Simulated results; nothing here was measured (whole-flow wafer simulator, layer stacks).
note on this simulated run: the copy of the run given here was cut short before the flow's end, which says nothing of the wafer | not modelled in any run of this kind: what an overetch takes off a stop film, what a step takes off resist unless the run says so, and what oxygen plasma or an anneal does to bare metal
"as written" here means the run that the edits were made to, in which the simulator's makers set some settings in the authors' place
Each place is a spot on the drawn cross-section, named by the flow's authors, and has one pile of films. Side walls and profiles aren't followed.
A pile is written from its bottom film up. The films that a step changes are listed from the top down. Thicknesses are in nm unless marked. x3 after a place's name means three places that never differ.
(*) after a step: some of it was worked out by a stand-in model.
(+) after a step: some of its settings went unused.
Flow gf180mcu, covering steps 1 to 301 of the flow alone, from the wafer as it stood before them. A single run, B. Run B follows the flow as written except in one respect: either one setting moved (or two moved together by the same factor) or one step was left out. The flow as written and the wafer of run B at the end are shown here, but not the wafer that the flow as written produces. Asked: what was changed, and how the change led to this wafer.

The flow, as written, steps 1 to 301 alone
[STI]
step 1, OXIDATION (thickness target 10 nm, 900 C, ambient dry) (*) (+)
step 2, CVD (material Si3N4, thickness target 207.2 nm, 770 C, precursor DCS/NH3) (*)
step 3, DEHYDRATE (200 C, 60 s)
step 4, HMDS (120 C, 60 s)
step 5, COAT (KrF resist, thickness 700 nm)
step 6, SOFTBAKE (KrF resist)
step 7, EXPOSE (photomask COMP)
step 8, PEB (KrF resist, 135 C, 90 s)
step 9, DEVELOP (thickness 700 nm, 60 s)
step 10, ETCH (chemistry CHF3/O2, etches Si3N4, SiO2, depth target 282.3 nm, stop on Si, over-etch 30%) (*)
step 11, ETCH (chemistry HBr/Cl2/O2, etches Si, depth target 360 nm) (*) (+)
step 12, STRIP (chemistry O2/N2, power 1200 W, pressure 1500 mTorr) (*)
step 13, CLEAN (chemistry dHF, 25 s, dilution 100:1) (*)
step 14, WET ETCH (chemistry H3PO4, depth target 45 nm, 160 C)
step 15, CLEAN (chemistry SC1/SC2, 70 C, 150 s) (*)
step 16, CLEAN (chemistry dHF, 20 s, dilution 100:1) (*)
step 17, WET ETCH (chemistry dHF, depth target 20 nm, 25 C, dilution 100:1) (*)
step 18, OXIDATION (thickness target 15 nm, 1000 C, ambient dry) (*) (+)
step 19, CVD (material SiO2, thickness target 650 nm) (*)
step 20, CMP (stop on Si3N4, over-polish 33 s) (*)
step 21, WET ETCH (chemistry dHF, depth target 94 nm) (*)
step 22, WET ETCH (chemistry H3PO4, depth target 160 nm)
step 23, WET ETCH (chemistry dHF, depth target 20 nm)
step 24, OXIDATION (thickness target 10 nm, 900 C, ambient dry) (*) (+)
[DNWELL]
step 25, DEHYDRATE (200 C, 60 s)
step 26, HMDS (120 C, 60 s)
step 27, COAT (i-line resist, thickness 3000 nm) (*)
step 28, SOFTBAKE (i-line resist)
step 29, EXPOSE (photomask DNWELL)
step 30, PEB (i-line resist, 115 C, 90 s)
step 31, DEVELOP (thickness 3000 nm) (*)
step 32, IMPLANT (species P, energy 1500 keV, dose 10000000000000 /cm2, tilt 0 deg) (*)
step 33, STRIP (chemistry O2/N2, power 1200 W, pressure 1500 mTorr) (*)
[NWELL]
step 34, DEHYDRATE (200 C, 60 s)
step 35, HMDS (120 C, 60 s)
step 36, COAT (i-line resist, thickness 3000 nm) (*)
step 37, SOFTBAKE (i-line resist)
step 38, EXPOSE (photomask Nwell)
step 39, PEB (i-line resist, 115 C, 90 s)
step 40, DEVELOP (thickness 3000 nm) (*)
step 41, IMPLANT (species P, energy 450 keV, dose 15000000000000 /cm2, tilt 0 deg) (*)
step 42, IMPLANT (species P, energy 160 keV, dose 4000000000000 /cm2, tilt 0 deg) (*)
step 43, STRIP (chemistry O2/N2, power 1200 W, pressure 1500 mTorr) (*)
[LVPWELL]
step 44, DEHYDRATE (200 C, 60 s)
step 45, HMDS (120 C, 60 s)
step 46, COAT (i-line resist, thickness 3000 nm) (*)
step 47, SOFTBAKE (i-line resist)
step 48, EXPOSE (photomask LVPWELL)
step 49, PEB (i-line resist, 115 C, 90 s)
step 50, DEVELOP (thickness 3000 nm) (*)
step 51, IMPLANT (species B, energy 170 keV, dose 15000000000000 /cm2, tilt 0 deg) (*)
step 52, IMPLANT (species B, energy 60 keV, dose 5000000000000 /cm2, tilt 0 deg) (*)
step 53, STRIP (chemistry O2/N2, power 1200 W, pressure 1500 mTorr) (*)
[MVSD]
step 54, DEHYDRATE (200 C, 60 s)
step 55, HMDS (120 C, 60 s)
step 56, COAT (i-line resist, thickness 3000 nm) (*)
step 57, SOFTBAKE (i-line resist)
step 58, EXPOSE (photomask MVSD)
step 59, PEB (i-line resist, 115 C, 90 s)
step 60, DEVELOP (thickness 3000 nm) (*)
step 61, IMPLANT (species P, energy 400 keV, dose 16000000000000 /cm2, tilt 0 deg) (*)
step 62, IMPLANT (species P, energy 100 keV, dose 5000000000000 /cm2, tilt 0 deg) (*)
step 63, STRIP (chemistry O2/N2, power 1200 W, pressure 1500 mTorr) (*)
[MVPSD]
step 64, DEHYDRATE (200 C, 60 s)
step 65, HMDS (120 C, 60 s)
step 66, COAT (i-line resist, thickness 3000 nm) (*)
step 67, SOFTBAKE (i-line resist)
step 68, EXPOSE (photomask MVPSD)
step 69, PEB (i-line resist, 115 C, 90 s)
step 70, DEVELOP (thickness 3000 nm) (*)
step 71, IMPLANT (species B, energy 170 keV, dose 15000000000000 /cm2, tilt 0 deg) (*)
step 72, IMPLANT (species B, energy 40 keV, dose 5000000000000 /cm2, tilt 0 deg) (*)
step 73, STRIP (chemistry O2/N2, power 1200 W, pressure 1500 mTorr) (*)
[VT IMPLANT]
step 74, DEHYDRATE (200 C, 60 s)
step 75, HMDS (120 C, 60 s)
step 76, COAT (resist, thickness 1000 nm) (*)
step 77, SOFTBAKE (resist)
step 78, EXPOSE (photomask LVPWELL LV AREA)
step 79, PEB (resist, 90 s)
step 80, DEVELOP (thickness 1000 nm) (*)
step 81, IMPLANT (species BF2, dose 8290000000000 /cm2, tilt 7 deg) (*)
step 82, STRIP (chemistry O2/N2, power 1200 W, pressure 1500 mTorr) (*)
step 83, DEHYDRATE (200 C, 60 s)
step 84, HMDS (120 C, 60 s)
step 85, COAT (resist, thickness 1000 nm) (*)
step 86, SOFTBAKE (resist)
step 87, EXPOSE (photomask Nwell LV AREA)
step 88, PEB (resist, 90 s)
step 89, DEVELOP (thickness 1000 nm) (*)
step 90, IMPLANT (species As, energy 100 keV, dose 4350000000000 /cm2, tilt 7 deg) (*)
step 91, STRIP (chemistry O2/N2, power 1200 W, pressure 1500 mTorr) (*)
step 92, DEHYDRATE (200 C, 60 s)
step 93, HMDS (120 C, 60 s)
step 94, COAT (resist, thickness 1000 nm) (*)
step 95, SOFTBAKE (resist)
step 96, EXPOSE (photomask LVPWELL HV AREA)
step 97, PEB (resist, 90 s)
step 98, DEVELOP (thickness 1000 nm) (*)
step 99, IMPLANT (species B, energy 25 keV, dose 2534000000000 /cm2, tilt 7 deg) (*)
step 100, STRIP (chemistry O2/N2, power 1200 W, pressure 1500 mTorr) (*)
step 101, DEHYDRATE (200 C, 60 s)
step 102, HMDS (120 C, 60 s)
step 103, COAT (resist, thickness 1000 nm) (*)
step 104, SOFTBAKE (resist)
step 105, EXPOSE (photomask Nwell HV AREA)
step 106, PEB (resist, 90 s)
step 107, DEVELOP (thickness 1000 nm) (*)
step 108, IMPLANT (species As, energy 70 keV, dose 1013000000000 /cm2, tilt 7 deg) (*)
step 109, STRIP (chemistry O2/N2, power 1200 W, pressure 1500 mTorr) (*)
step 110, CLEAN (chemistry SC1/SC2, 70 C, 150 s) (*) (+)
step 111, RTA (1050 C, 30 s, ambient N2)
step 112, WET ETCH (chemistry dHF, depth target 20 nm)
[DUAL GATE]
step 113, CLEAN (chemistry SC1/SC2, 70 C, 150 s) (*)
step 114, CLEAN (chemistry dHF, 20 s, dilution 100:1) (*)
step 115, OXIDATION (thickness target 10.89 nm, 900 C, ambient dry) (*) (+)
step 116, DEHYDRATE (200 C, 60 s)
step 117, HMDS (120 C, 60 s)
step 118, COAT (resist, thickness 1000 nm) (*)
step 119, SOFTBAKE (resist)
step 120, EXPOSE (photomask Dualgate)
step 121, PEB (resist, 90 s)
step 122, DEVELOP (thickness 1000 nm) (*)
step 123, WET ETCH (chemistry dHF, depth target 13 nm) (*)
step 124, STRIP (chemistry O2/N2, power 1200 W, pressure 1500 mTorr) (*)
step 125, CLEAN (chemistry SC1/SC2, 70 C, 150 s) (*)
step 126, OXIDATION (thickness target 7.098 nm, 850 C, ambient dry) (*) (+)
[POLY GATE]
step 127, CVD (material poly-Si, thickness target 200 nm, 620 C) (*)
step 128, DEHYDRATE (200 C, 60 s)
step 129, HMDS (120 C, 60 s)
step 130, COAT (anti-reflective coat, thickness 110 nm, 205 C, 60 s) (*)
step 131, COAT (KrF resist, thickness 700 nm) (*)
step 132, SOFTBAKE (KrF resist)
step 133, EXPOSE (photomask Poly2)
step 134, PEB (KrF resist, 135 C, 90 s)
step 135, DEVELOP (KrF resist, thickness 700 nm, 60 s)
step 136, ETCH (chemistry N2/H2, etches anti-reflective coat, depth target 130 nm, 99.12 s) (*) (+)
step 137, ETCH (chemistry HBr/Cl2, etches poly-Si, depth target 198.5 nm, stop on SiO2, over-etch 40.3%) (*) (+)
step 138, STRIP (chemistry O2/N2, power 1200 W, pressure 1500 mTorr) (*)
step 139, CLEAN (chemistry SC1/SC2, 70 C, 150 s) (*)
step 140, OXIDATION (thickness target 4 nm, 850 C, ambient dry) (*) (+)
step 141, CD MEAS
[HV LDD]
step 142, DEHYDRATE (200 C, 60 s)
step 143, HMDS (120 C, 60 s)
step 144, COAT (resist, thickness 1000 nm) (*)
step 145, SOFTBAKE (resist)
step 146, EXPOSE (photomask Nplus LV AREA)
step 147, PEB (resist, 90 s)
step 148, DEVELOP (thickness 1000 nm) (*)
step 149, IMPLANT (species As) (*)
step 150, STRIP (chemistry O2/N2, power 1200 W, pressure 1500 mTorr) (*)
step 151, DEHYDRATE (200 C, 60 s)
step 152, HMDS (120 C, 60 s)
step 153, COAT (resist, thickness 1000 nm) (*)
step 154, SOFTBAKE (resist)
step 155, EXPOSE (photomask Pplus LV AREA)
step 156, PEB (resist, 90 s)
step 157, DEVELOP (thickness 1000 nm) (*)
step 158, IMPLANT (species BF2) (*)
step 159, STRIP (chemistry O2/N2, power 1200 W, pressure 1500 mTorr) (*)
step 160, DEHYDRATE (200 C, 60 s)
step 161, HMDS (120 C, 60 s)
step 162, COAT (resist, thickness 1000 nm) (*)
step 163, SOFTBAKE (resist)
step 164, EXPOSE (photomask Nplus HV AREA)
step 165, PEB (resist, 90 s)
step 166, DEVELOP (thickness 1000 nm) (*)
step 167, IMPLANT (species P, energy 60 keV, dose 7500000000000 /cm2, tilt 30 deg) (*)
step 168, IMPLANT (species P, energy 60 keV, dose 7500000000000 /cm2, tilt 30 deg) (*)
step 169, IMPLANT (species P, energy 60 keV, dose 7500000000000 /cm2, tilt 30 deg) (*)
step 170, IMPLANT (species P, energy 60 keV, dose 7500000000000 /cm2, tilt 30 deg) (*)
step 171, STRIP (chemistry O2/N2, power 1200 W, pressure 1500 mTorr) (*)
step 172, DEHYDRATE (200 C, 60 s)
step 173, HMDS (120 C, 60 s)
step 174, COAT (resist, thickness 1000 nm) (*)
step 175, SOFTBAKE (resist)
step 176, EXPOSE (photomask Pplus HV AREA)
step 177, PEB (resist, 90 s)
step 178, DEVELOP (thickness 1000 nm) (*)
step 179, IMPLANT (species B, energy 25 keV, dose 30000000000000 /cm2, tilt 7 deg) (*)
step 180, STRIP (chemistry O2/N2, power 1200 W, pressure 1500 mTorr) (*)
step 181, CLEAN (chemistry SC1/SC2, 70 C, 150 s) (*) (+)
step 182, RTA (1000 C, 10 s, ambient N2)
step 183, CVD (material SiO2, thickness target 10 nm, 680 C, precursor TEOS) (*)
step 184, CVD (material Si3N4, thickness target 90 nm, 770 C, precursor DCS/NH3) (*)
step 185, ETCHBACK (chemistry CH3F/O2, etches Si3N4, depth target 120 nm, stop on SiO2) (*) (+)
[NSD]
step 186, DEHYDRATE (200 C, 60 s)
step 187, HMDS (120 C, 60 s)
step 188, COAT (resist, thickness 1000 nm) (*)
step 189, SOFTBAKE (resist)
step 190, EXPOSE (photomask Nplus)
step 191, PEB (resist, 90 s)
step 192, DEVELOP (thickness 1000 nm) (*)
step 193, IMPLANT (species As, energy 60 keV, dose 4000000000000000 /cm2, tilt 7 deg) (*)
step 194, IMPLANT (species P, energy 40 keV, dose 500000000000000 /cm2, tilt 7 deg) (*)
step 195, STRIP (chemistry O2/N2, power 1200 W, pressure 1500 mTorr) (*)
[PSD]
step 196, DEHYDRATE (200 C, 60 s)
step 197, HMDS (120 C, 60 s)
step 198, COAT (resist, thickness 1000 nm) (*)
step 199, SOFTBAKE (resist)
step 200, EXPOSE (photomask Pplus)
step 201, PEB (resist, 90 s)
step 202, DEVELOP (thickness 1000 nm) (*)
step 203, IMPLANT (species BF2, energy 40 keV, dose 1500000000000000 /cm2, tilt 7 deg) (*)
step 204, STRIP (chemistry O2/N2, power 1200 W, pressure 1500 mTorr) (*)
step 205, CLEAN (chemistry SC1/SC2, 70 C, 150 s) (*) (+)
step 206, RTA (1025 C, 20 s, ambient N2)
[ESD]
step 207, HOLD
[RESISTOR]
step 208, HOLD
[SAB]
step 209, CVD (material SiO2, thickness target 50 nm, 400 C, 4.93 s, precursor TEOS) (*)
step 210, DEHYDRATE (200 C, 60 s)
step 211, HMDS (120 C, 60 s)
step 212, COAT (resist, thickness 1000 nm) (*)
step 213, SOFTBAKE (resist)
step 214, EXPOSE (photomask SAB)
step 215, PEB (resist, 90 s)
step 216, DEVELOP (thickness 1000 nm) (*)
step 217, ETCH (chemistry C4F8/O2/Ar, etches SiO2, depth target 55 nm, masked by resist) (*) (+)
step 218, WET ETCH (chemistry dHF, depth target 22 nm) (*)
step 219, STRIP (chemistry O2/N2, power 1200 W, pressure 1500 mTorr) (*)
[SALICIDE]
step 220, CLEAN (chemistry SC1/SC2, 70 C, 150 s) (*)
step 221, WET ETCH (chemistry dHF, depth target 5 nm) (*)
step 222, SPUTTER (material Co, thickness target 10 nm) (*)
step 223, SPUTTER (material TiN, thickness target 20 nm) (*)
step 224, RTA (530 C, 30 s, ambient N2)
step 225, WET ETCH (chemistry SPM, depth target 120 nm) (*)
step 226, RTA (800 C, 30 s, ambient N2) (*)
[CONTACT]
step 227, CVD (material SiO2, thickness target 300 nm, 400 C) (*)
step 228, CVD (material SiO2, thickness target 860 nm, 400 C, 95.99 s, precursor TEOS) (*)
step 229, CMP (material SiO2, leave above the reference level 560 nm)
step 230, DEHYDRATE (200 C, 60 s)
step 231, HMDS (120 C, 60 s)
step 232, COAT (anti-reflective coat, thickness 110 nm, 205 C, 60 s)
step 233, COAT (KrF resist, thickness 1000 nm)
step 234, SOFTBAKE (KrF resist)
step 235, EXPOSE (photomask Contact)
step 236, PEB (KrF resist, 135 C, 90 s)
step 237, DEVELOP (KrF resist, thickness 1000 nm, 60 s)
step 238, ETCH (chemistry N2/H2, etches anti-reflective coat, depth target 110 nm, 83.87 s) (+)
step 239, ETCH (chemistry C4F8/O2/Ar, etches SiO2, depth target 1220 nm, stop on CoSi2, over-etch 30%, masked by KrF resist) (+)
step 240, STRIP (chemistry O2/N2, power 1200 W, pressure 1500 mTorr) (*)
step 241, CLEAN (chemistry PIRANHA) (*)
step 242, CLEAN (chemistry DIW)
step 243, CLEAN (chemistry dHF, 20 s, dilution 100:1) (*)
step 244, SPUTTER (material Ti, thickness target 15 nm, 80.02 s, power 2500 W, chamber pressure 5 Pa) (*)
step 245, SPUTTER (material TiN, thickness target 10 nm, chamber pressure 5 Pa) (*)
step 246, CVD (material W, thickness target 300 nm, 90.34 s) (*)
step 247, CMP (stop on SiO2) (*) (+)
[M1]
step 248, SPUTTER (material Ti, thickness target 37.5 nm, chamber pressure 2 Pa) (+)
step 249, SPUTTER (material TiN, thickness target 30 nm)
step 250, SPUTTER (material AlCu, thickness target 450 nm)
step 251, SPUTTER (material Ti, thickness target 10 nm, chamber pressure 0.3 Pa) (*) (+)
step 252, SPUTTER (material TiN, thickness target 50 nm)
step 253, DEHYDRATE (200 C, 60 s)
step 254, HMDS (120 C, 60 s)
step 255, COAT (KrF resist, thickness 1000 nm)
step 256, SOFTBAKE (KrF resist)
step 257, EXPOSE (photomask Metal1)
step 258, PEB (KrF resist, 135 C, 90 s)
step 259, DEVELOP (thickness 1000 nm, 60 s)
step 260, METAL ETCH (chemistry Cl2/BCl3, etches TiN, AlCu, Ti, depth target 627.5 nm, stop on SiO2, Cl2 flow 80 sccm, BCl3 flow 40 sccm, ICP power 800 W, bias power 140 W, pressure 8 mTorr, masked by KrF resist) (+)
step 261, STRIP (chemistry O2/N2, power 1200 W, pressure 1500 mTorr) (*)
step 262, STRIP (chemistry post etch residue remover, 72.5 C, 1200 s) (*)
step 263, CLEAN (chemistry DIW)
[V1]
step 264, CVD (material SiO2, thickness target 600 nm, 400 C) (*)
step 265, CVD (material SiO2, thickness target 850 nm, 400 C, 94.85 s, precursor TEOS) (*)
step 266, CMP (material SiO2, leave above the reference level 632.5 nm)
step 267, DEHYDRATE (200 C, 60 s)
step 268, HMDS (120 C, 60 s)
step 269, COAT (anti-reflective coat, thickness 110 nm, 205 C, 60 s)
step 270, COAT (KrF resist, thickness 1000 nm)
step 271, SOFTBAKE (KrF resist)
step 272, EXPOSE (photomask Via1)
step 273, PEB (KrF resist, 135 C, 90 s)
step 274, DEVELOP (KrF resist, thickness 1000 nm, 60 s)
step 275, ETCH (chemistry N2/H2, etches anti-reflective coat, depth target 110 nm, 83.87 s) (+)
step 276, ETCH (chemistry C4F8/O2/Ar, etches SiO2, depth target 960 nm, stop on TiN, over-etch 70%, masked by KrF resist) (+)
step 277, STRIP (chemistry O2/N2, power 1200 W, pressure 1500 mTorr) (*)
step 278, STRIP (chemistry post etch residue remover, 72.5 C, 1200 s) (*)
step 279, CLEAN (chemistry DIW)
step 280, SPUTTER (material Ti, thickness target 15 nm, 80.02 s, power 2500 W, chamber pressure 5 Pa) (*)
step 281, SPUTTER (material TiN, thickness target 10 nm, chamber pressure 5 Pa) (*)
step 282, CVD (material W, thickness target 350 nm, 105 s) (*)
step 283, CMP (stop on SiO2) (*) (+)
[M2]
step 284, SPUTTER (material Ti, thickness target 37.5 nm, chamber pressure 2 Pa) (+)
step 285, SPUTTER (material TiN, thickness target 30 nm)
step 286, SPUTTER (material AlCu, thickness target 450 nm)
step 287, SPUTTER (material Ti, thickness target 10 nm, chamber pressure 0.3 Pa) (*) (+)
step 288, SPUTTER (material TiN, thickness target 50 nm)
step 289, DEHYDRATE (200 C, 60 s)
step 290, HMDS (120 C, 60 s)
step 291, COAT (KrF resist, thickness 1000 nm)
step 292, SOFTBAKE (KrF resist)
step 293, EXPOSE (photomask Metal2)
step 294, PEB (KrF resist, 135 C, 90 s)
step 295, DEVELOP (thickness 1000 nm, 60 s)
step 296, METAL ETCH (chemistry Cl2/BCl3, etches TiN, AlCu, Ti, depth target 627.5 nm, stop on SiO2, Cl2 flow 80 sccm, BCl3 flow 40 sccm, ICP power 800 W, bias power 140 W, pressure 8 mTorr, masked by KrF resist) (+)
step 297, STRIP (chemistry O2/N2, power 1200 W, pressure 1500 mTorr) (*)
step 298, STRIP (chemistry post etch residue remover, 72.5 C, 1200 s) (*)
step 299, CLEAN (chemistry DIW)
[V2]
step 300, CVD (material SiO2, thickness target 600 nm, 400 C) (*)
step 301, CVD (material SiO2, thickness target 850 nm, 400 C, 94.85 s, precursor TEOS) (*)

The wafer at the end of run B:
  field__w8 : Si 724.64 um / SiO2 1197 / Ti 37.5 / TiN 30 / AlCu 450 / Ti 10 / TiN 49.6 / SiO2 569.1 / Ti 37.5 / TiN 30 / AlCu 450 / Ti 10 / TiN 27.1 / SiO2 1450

What caused this: step 288, SPUTTER: thickness target 27.5 nm was run, whereas the flow has thickness target 50 nm.

The path from the change to this, step by step:
  step 288, SPUTTER (material TiN, thickness target 50 nm)
      field, field__w1, field__w2 and 108 more: TiN gains 27.5 (new film) (as written it would have been: TiN gains 50 (new film))
  step 296, METAL ETCH (chemistry Cl2/BCl3, etches TiN, AlCu, Ti, depth target 627.5 nm, stop on SiO2, Cl2 flow 80 sccm, BCl3 flow 40 sccm, ICP power 800 W, bias power 140 W, pressure 8 mTorr, masked by KrF resist) (+)
      field, field__w1, field__w2 and 103 more: TiN loses 27.5 (all of it), Ti loses 10 (all of it), AlCu loses 450 (all of it), TiN loses 30 (all of it), Ti loses 37.5 (all of it) (as written it would have been: TiN loses 50 (all of it), Ti loses 10 (all of it), AlCu loses 450 (all of it), TiN loses 30 (all of it), Ti loses 37.5 (all of it))
